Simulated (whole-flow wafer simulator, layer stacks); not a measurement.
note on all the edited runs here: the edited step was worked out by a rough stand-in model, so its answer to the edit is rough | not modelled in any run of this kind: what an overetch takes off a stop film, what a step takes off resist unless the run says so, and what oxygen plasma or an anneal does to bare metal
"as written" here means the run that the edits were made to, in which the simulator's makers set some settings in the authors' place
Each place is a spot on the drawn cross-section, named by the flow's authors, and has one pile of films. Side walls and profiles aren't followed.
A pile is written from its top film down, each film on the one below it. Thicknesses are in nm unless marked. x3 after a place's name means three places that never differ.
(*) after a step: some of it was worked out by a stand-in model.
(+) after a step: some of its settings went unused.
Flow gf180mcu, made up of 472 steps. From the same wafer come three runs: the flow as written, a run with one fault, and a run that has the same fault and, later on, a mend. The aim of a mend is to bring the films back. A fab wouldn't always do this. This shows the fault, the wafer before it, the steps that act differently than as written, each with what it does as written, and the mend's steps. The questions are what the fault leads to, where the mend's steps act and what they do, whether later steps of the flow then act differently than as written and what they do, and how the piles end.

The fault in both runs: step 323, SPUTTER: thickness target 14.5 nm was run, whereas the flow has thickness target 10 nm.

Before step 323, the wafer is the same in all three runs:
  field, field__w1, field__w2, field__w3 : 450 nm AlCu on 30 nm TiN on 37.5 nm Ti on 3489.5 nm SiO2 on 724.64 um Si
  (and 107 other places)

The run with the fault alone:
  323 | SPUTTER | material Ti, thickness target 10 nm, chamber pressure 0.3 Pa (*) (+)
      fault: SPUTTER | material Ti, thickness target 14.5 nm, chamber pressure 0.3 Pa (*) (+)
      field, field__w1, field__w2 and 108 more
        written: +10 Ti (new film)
        fault: +14.5 Ti (new film)
  Steps further on in the flow that do not act as written (not shown: 5 more steps that differ only slightly, by at most 2% or 0.5 nm, whichever is larger):
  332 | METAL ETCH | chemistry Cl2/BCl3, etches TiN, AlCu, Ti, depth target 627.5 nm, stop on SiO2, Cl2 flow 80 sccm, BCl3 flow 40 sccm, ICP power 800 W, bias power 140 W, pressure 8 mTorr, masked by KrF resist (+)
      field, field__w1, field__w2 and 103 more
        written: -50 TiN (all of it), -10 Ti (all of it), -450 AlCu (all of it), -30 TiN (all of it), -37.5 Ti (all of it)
        fault: -50 TiN (all of it), -14.5 Ti (all of it), -450 AlCu (all of it), -30 TiN (all of it), -37.5 Ti (all of it)
  At field__w8, contact, m1, m1__w1, m1_nw, the piles at the end differ from the flow's by more than 2% or 0.5 nm, whichever is larger.
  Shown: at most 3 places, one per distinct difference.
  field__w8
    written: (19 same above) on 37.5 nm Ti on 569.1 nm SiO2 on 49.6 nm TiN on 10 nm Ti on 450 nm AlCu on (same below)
    fault: (19 same above) on 37.5 nm Ti on 564.6 nm SiO2 on 49.6 nm TiN on 14.5 nm Ti on 450 nm AlCu on (same below)
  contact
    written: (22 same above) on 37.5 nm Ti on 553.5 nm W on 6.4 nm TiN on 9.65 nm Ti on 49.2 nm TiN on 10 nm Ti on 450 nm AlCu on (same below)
    fault: (22 same above) on 37.5 nm Ti on 549 nm W on 6.42 nm TiN on 9.68 nm Ti on 49.2 nm TiN on 14.5 nm Ti on 450 nm AlCu on (same below)

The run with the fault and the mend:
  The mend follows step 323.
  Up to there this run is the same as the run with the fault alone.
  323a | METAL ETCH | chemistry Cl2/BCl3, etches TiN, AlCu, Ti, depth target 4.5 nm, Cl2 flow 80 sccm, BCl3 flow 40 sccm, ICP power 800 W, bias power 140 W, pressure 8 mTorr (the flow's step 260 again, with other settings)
      field, field__w1, field__w2 and 108 more
        -4.5 Ti
  None of the later steps of the flow acts differently than as written at any place that is followed.
  At every place that both follow, the piles at the end match the flow's.
